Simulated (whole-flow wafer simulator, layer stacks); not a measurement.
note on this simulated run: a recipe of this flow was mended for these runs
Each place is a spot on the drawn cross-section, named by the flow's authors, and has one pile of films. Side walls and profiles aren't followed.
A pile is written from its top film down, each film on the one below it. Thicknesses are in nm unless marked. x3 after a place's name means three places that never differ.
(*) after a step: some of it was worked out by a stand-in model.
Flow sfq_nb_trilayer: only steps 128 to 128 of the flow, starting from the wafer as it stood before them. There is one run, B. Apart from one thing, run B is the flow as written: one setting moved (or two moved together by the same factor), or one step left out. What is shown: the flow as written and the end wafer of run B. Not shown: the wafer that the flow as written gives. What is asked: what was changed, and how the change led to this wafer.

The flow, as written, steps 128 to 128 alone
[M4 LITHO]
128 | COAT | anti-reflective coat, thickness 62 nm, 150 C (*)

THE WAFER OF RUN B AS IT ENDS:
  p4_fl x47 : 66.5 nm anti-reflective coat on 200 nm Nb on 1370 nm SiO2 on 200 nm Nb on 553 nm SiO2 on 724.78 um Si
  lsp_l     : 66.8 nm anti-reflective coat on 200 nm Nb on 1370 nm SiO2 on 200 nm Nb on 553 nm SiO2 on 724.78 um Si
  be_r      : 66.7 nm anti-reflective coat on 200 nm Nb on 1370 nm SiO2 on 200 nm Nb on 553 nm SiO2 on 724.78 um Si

What caused this: step 128, COAT: thickness 66.5 nm was run, whereas the flow has thickness 62 nm.
The wafer itself shows it: p4_fl x47 has anti-reflective coat 66.5, and step 128 as written asks for 62 nm.

Step by step, how the change led to this:
  128 | COAT | anti-reflective coat, thickness 62 nm, 150 C (*)
      p4_fl x47, p4_w1 x9, wl_j_sl x15, wl_d_m1, l0r_line_l x3, m0r_space_l x2: anti-reflective coat gains 66.5 (new film) (as written it would have been: anti-reflective coat gains 62 (new film))
      lsp_l, ln_m5, lsp_m, ln_m6, lsp_r, l0_sur, l0v: anti-reflective coat gains 66.8 (new film) (as written it would have been: anti-reflective coat gains 62.3 (new film))
      (as well as at 22 more places)
